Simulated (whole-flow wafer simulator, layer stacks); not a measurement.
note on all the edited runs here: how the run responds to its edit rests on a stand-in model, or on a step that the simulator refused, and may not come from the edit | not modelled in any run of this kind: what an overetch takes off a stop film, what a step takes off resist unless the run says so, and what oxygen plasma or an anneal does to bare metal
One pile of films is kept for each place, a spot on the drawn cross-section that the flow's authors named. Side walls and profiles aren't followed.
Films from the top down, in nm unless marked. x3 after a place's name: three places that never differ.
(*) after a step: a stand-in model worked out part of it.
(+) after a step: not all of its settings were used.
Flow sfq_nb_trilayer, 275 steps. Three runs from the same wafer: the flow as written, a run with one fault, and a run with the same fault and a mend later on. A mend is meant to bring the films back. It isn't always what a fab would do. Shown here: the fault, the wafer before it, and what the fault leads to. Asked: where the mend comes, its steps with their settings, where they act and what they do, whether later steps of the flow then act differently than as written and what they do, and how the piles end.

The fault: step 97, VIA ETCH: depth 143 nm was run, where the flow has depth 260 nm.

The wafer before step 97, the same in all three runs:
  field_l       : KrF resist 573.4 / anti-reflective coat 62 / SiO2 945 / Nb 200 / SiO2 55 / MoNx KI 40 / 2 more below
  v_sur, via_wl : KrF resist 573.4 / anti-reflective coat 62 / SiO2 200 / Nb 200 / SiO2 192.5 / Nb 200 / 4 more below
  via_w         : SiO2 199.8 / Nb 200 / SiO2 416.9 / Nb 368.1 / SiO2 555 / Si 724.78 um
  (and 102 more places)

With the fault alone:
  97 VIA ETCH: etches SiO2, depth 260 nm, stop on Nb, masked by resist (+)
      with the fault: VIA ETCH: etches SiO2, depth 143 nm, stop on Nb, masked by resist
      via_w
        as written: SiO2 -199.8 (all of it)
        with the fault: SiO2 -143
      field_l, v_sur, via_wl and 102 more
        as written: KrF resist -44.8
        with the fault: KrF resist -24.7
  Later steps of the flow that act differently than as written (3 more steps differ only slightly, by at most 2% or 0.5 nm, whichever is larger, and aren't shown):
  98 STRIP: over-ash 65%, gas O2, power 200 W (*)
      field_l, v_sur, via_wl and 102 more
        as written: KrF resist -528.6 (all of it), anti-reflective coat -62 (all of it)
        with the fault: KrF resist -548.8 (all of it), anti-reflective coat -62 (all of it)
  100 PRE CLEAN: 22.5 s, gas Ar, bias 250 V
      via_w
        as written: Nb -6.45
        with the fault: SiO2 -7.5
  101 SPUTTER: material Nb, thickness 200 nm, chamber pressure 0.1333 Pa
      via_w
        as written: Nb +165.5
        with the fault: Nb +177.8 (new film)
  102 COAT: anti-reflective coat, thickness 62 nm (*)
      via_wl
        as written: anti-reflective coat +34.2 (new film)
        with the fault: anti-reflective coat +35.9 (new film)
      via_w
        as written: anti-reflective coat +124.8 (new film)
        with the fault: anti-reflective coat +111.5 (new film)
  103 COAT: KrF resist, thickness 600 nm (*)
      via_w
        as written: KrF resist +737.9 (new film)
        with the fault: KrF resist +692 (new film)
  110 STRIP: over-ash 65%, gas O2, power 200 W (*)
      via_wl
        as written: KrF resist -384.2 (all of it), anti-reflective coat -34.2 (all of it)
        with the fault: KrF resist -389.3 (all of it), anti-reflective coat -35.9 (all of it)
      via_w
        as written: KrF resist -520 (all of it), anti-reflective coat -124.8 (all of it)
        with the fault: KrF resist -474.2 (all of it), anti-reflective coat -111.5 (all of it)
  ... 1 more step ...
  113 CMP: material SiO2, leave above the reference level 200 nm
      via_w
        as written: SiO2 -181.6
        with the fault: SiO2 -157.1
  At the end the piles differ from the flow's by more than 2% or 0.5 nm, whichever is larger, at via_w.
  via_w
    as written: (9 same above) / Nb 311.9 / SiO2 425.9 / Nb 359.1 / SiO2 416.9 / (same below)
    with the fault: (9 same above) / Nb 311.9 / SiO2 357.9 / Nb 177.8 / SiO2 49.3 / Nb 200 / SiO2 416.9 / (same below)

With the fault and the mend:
  The mend comes after step 98.
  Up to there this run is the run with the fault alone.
  98a COAT: anti-reflective coat, thickness 62 nm (*) (the flow's step 90 once more)
      p4_fl x3, p4_w1 x9, p4_g1 x2 and 63 more
        anti-reflective coat +62 (new film)
      ce_l, c5j, ce_r and 11 more
        anti-reflective coat +61.8 (new film)
      be_sur, gap, jj_sur
        anti-reflective coat +61.7 (new film)
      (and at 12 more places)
  98b COAT: KrF resist, thickness 650 nm (*) (the flow's step 91 once more)
      p4_fl x3, p4_w1 x9, p4_g1 x2 and 63 more
        KrF resist +650 (new film)
      r_end, moat, field_r and 6 more
        KrF resist +649.6 (new film)
      be_r, r_sur, res, l0v
        KrF resist +649.5 (new film)
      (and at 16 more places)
  98c SOFTBAKE: KrF resist (the flow's step 92 once more)
      changes no film at any place that is followed
  98d EXPOSE: photomask I2, dose 11.91 mJ/cm2, NA 0.6, wavelength 248 nm (*) (the flow's step 93 once more)
      changes no film at any place that is followed
  98e PEB: KrF resist, 90 s (the flow's step 94 once more)
      gap, jj_sur, ce_l and 93 more
        KrF resist -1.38
      via_v, wire, be, be_sur
        KrF resist -1.37
      field_l, v_sur, via_sp
        KrF resist -1.36
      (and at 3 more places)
  98f DEVELOP: KrF resist, thickness 650 nm, 60 s (the flow's step 95 once more)
      field_l, v_sur, via_wl and 102 more
        KrF resist -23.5
      via_w
        KrF resist -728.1 (all of it)
  98g VIA ETCH: etches anti-reflective coat, depth 125 nm, masked by resist (+) (the flow's step 96 once more)
      field_l, v_sur, via_wl and 102 more
        KrF resist -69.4
      via_w
        anti-reflective coat -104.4 (all of it), SiO2 -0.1
  98h VIA ETCH: etches SiO2, depth 117 nm, stop on Nb, masked by resist (+) (the flow's step 97 once more, with other settings)
      field_l, v_sur, via_wl and 102 more
        KrF resist -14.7
      via_w
        SiO2 -56.7 (all of it)
  98i STRIP: over-ash 65%, gas O2, power 200 W (*) (the flow's step 98 once more)
      p4_fl x3, p4_w1 x9, p4_g1 x2 and 63 more
        KrF resist -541 (all of it), anti-reflective coat -62 (all of it)
      moat, field_r, lsp_l, ln_m5, lsp_m, ln_m6
        KrF resist -540.6 (all of it), anti-reflective coat -61.8 (all of it)
      be_r, r_sur, res, r_end
        KrF resist -540.5 (all of it), anti-reflective coat -61.8 (all of it)
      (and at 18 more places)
  No later step of the flow acts differently than as written at any place that is followed.
  At the end the piles are the same as the flow's at every place that both follow.
